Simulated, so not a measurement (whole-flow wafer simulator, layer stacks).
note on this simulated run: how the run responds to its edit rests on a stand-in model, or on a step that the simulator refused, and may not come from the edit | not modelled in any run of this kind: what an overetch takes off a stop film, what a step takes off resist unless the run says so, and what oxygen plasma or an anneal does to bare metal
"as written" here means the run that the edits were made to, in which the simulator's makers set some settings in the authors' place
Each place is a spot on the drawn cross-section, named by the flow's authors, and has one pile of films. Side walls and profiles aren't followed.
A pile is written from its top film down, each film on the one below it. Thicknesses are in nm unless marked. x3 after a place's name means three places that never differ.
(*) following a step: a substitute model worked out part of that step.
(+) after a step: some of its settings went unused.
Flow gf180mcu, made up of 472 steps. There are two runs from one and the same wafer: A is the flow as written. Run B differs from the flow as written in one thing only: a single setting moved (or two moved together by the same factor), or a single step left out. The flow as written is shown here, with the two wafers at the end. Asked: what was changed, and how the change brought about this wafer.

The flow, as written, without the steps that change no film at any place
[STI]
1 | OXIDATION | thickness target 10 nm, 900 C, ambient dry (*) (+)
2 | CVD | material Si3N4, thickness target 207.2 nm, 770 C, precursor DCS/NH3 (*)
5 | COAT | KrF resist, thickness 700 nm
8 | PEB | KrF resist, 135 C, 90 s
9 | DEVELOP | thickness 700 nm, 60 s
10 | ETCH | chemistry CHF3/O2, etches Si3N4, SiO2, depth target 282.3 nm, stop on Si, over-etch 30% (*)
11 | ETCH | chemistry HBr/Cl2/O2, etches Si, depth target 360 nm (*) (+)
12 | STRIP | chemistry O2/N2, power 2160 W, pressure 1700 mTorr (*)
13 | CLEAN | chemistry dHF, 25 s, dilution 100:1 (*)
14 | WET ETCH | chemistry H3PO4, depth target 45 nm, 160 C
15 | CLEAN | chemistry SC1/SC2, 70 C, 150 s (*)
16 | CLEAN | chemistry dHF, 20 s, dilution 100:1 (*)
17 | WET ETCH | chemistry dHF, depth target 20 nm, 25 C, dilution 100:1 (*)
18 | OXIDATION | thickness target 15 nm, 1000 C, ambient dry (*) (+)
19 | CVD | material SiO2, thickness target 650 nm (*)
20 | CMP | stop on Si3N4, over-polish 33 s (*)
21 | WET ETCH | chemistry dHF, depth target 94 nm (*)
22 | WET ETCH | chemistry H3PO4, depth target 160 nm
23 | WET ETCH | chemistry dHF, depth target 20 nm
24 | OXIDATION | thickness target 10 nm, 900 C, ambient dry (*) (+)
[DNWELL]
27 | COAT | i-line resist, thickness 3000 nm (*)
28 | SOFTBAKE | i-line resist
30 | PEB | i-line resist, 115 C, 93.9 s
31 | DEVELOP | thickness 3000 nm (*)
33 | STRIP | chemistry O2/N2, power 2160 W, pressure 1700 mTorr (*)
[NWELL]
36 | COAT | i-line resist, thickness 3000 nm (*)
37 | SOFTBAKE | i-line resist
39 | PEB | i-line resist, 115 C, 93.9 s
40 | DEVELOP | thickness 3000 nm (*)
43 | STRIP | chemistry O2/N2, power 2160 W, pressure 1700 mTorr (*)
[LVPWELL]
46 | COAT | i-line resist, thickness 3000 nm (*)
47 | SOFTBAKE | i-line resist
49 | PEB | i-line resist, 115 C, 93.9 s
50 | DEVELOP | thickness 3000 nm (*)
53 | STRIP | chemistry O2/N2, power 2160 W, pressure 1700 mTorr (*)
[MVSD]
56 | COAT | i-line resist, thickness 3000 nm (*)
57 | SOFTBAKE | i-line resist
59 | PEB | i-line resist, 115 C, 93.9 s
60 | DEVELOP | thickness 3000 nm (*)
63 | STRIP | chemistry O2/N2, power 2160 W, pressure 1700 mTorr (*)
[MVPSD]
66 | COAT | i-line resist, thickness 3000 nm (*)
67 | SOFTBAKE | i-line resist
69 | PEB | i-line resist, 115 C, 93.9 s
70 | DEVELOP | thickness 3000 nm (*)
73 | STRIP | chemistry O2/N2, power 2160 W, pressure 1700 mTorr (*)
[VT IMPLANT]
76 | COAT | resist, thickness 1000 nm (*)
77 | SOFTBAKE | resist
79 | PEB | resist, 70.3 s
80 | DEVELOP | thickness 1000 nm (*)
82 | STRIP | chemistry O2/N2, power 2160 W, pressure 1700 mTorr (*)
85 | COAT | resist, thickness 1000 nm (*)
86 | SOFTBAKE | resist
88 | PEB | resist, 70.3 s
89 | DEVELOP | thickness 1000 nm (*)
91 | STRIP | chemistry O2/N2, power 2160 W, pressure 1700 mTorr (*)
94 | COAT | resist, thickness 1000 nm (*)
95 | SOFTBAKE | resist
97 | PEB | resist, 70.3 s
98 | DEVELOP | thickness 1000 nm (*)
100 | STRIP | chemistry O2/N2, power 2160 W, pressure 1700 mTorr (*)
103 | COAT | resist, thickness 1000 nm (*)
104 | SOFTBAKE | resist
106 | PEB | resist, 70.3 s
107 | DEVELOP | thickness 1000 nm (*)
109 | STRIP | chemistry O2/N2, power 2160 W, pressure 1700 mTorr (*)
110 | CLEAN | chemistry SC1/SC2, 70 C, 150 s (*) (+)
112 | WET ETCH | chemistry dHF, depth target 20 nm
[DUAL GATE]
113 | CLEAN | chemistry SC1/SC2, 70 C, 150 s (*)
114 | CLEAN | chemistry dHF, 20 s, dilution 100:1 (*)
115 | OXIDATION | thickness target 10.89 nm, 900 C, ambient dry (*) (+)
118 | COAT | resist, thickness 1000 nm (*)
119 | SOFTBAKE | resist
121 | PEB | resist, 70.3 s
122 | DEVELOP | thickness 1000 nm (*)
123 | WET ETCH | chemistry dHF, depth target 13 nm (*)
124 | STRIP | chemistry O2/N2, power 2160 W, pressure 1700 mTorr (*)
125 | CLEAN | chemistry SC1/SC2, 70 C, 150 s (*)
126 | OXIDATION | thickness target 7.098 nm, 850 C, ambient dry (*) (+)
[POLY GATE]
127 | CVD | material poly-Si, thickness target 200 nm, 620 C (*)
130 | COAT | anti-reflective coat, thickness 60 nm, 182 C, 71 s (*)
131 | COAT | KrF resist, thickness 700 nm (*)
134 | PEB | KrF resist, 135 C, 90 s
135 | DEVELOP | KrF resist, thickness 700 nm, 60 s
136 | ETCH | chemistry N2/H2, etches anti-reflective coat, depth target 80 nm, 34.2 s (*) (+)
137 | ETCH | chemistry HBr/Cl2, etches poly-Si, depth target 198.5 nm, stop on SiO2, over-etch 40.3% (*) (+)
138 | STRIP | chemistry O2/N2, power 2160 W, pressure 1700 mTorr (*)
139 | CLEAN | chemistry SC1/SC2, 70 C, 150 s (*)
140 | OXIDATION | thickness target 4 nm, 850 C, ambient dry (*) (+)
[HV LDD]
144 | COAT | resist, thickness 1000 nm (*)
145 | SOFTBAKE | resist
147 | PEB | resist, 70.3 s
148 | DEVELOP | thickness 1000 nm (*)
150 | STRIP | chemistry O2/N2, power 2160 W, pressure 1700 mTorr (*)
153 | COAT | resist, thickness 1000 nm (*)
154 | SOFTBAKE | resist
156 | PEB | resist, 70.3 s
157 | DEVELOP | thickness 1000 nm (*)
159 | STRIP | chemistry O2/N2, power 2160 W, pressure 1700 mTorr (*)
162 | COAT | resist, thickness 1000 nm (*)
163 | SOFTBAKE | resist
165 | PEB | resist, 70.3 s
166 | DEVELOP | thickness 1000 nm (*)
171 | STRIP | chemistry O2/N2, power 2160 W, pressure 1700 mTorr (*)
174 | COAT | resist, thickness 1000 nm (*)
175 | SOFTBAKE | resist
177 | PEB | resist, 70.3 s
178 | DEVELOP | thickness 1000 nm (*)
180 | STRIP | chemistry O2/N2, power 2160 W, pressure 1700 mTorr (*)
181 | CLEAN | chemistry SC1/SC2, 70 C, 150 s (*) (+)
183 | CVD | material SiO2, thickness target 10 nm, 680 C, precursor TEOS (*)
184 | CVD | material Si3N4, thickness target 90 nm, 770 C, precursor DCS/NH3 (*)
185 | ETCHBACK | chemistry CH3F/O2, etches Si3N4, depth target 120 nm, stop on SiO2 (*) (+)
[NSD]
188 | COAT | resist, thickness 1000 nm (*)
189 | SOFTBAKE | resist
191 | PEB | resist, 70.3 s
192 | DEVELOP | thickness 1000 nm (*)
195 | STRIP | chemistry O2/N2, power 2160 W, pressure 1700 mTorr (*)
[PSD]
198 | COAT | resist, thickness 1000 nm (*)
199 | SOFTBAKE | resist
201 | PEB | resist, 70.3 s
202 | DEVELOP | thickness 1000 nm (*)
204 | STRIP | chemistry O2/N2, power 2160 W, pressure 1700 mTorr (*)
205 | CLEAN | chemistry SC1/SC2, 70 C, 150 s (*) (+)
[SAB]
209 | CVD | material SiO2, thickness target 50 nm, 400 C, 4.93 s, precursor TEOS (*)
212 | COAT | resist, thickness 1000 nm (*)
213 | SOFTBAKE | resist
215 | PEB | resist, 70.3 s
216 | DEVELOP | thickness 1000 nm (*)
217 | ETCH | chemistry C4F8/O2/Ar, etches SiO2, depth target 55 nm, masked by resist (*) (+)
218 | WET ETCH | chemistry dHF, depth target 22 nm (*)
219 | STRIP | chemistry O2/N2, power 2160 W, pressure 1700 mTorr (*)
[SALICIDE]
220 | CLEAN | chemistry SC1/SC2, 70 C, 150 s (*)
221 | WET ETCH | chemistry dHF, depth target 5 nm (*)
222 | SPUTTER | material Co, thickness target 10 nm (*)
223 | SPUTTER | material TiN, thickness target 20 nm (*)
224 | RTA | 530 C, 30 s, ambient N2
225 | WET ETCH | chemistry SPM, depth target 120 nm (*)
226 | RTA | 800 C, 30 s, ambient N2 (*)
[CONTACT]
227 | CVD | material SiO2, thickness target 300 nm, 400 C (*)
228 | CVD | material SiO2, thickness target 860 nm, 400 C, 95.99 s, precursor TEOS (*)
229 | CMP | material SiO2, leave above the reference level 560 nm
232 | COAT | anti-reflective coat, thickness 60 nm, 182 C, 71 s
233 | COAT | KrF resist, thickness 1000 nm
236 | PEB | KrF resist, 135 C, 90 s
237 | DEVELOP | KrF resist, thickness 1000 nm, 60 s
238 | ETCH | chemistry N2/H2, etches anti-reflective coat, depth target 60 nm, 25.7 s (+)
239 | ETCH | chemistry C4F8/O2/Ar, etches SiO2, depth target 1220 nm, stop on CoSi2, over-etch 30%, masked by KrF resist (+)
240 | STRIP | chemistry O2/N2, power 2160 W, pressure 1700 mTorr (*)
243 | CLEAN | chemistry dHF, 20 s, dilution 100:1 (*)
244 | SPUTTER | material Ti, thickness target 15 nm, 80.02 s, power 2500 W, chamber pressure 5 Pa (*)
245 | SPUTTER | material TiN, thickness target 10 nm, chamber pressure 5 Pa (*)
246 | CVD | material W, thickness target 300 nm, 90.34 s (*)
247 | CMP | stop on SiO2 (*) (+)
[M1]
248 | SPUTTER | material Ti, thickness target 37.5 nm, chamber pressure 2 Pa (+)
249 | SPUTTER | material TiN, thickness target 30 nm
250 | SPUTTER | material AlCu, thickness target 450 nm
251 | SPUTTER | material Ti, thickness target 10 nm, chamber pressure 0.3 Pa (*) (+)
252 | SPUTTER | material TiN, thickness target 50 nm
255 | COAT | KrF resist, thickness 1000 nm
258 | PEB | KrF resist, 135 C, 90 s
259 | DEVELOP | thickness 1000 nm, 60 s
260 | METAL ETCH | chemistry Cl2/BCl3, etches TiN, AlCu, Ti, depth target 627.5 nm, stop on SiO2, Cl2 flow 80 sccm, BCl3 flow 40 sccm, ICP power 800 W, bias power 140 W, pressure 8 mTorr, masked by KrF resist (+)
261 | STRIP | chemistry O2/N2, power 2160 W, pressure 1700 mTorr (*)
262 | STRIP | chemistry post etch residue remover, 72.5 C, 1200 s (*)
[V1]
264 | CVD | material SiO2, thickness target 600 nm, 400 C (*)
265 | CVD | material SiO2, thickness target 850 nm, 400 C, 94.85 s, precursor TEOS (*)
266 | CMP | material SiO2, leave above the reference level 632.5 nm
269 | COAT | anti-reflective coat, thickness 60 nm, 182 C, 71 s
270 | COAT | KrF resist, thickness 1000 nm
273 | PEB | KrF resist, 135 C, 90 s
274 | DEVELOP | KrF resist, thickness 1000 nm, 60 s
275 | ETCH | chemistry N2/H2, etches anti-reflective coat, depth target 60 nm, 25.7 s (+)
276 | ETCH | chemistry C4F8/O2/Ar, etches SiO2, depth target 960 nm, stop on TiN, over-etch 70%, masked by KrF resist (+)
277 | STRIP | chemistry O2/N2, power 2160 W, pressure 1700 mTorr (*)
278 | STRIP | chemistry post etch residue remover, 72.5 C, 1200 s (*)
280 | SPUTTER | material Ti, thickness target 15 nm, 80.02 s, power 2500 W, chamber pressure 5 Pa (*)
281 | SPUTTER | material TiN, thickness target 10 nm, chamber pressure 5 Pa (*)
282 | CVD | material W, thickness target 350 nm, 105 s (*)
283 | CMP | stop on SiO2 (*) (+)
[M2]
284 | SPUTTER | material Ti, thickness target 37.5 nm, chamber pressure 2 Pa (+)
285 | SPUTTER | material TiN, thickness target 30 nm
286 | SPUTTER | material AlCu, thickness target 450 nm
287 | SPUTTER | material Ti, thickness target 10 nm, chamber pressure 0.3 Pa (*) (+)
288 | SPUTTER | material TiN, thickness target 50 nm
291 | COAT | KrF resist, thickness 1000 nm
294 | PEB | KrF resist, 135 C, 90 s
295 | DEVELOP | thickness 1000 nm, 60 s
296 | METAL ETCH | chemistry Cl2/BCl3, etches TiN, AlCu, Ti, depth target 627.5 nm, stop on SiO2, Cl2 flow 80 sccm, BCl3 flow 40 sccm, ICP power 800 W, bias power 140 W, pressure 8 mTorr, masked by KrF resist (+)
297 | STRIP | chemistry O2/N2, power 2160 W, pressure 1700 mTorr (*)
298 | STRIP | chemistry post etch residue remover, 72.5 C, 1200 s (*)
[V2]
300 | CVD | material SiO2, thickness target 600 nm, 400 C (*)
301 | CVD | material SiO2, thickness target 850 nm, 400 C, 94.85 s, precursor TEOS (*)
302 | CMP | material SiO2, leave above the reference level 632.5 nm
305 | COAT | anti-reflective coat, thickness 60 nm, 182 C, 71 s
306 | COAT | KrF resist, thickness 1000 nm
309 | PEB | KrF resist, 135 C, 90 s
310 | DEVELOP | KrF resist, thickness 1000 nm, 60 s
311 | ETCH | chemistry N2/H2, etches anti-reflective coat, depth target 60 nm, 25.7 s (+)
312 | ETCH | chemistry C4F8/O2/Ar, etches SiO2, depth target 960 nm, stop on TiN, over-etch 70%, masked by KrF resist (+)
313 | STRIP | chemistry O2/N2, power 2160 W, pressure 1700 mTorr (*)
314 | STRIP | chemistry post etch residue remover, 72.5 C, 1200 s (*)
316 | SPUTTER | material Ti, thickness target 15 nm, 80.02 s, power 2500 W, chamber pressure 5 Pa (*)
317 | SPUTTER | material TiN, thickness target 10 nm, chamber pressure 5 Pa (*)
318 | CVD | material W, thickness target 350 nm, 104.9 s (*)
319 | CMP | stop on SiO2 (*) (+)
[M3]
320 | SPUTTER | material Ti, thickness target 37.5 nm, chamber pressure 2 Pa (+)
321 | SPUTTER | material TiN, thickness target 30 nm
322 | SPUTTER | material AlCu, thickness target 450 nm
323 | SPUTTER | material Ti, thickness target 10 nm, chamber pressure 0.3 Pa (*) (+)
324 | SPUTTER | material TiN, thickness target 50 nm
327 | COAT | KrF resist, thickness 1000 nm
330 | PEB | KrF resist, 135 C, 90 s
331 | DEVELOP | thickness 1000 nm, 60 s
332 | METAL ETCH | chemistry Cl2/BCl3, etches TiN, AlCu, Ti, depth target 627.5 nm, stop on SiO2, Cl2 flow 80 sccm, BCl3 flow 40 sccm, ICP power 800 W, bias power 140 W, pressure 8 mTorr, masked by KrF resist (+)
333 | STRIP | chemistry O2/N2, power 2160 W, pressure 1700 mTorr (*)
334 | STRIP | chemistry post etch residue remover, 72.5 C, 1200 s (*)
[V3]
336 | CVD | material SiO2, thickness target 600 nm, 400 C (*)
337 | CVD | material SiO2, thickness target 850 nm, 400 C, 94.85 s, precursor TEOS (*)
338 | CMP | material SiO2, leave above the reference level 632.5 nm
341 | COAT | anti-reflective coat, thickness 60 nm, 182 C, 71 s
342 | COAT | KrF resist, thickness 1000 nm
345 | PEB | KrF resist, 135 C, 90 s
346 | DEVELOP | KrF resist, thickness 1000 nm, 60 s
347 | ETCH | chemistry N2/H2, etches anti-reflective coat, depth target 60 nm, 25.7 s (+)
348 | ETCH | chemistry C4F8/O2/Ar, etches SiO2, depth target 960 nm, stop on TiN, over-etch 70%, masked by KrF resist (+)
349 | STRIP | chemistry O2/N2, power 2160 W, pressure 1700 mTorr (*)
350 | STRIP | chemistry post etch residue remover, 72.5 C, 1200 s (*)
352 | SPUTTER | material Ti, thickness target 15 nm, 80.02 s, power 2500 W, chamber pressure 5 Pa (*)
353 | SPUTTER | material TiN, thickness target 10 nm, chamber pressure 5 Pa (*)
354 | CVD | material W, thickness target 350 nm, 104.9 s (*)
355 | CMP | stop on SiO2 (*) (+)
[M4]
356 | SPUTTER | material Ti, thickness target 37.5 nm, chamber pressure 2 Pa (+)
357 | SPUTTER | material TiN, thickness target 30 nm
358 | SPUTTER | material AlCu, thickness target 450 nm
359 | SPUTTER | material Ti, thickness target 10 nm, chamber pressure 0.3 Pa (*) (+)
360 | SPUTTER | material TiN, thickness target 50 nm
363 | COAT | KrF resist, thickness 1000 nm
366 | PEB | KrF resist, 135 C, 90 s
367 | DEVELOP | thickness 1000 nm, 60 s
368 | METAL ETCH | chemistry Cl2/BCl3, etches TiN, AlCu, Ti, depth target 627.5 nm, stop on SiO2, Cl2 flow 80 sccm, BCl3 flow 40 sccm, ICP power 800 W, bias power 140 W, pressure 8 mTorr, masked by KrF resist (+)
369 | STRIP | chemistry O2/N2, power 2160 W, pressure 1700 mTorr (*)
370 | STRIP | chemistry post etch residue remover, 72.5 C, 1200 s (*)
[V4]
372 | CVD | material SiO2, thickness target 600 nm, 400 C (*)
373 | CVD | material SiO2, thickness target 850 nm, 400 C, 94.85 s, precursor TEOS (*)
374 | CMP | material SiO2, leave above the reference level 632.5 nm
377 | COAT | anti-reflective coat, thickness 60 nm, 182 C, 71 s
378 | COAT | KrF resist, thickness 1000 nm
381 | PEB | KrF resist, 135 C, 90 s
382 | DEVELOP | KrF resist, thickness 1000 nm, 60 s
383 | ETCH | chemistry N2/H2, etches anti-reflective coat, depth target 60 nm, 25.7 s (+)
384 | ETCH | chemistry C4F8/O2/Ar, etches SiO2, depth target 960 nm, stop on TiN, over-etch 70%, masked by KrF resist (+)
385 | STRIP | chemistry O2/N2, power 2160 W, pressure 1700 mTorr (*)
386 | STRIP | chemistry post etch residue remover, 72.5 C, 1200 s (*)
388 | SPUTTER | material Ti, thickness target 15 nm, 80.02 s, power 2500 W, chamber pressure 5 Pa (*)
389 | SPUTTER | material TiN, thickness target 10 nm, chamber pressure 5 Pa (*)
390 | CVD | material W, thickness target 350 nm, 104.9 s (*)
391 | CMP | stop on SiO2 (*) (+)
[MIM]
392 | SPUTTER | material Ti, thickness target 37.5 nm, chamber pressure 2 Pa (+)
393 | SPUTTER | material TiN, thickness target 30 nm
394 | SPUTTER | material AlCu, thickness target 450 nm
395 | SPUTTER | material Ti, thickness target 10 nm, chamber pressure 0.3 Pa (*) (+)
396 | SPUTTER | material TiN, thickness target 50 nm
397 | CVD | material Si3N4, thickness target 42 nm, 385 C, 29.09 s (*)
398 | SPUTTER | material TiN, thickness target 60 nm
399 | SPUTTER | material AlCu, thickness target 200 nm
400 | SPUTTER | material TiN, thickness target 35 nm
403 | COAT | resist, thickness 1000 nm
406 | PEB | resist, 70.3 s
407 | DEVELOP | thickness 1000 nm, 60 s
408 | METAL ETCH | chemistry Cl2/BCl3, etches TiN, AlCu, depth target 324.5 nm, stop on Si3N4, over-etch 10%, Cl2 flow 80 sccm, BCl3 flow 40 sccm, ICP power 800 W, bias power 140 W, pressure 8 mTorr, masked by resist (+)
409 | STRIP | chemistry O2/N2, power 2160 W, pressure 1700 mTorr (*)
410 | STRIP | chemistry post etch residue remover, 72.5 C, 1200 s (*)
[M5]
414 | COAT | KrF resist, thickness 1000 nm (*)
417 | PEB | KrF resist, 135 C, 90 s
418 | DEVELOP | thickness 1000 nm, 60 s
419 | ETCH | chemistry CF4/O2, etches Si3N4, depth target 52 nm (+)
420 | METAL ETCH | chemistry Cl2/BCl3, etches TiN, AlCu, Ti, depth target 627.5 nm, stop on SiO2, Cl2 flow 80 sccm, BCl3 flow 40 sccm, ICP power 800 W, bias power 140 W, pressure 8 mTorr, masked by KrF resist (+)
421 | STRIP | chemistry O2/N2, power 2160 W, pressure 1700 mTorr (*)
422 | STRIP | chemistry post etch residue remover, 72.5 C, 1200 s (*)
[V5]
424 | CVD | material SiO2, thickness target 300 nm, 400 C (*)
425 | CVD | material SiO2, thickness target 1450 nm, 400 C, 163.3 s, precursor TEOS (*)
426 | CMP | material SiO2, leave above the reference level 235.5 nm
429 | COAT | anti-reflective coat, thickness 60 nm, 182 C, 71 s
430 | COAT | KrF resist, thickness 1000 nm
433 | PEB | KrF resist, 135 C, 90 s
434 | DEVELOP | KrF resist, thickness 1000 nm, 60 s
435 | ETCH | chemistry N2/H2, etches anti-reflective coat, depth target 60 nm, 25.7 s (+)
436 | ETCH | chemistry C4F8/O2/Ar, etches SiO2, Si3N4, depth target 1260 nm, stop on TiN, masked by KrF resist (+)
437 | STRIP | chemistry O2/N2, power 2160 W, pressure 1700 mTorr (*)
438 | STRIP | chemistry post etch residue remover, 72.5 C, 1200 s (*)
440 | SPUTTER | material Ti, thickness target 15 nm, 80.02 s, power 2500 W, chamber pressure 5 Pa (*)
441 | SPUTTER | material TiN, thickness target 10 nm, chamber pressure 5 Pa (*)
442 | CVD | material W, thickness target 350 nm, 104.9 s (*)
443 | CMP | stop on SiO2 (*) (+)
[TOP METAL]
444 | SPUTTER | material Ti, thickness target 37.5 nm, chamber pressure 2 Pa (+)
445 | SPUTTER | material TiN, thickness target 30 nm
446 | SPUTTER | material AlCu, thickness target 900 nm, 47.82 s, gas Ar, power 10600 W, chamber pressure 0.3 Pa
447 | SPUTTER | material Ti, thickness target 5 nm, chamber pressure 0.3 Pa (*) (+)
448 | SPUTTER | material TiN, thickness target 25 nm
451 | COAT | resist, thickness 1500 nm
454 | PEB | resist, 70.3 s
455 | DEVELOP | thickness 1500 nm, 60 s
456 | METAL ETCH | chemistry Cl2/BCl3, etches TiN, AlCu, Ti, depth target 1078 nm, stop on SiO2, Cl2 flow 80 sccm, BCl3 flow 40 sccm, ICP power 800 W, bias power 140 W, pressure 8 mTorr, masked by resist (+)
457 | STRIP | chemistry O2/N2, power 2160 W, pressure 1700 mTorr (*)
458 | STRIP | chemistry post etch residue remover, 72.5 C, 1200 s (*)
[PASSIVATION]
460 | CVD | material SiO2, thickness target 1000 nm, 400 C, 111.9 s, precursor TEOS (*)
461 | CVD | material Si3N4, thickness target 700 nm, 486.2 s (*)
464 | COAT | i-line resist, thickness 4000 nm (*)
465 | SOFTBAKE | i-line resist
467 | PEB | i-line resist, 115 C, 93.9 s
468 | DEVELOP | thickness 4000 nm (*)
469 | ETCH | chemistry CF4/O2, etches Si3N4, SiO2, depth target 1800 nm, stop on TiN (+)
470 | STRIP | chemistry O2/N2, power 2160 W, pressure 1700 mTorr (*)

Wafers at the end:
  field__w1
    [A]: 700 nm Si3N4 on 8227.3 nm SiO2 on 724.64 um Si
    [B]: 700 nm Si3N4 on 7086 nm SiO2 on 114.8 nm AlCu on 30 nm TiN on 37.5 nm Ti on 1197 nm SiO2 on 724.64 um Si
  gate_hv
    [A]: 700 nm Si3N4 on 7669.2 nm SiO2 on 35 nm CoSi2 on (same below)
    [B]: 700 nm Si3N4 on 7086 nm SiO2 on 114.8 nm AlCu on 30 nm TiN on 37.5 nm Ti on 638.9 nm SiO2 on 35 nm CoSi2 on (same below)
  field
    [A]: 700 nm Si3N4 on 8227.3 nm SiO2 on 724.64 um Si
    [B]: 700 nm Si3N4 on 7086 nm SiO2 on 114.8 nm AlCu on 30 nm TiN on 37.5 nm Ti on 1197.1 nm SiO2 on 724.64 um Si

Cause: step 250, SPUTTER: thickness target 688 nm was run, whereas the flow has thickness target 450 nm.

Step by step, how the change led to this:
  250 | SPUTTER | material AlCu, thickness target 450 nm
      field, field__w1, field__w2 and 108 more: A AlCu gains 450 (new film) | B AlCu gains 688 (new film)
  260 | METAL ETCH | chemistry Cl2/BCl3, etches TiN, AlCu, Ti, depth target 627.5 nm, stop on SiO2, Cl2 flow 80 sccm, BCl3 flow 40 sccm, ICP power 800 W, bias power 140 W, pressure 8 mTorr, masked by KrF resist (+)
      field, field__w1, field__w2 and 99 more: A TiN loses 50 (all of it), Ti loses 10 (all of it), AlCu loses 450 (all of it), TiN loses 30 (all of it), Ti loses 37.5 (all of it) | B TiN loses 50 (all of it), Ti loses 10 (all of it), AlCu loses 567.5
  262 | STRIP | chemistry post etch residue remover, 72.5 C, 1200 s (*)
      field, field__w1, field__w2 and 99 more: A nothing | B AlCu loses 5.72
  264 | CVD | material SiO2, thickness target 600 nm, 400 C (*)
      field, field__w1, field__w2 and 99 more: A SiO2 gains 600 | B SiO2 gains 600 (new film)
  266 | CMP | material SiO2, leave above the reference level 632.5 nm
      field, field__w1, field__w2 and 99 more: A SiO2 loses 300 | B SiO2 loses 244.3
Taking metal films that touch as one body, field__w1 has 1 body; the flow as written gives 0 bodies.
Taking metal films that touch as one body, gate_hv has 2 bodies (between them, from the top down: SiO2 638.9); the flow as written gives 1 body.
Taking metal films that touch as one body, field has 1 body; the flow as written gives 0 bodies.
